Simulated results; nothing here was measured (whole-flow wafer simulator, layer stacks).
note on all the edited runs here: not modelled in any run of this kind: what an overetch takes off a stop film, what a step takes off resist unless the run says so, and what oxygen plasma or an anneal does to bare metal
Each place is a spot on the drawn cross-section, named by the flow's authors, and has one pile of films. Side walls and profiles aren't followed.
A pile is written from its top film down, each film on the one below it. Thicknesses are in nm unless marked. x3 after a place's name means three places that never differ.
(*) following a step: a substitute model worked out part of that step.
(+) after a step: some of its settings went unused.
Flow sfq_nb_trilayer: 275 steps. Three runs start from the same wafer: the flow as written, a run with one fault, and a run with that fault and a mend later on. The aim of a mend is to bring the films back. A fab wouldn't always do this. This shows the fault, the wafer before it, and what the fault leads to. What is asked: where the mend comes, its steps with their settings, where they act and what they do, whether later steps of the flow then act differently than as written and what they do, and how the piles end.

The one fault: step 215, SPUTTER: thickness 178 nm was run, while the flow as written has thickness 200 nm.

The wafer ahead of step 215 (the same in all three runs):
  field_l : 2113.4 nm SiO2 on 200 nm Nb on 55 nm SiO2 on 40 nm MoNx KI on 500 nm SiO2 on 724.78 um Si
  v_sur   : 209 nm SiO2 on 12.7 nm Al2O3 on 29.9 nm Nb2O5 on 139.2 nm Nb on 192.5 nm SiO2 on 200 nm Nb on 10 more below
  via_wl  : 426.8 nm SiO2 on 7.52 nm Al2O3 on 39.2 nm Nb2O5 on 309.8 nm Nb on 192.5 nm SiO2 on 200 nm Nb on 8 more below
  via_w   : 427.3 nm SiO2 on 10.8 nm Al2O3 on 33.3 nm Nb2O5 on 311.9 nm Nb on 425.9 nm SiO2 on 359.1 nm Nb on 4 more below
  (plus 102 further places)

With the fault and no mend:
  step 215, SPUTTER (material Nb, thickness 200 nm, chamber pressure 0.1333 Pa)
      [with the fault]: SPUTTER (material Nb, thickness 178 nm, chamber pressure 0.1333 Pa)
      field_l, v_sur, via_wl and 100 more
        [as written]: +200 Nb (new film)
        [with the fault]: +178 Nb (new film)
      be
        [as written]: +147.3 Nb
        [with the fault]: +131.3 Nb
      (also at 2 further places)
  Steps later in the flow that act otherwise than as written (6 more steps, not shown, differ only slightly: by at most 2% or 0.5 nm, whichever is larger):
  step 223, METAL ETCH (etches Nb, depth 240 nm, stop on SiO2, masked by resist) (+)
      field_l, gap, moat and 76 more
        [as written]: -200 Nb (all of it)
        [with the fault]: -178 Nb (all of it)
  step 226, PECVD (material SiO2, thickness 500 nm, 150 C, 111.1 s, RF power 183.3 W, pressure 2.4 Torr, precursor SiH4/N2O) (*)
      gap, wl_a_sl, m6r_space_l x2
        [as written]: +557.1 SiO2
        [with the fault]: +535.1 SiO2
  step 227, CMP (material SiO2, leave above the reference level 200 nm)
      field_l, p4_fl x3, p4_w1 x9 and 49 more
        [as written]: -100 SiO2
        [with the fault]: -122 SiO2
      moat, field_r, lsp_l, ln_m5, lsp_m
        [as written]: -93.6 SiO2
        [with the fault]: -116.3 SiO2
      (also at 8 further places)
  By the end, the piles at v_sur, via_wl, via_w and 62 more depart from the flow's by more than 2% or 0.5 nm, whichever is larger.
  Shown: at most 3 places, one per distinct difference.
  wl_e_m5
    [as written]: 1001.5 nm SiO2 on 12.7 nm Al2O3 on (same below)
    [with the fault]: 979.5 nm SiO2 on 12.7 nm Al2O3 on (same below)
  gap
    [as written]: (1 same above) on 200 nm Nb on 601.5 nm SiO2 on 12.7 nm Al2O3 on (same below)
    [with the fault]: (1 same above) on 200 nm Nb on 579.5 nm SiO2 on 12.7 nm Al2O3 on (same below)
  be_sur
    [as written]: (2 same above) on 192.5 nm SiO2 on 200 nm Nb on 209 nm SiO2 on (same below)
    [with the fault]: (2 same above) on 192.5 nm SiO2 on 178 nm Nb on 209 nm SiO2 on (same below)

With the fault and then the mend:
  The mend stands after step 215.
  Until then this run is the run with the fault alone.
  step 215a, SPUTTER (material Nb, thickness 22 nm, chamber pressure 0.1333 Pa) (a further turn of the flow's step 215, with different settings)
      field_l, v_sur, via_wl and 98 more
        +22 Nb
      ce_l, ce_r
        +21.2 Nb
      be
        +13.8 Nb
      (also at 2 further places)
  Every later step of the flow that is run acts as written, at every place that is followed, to within 2% or 0.5 nm, whichever is larger.
  The piles end only slightly different from the flow's at the places that both follow, by no more than 2% or 0.5 nm, whichever is larger.
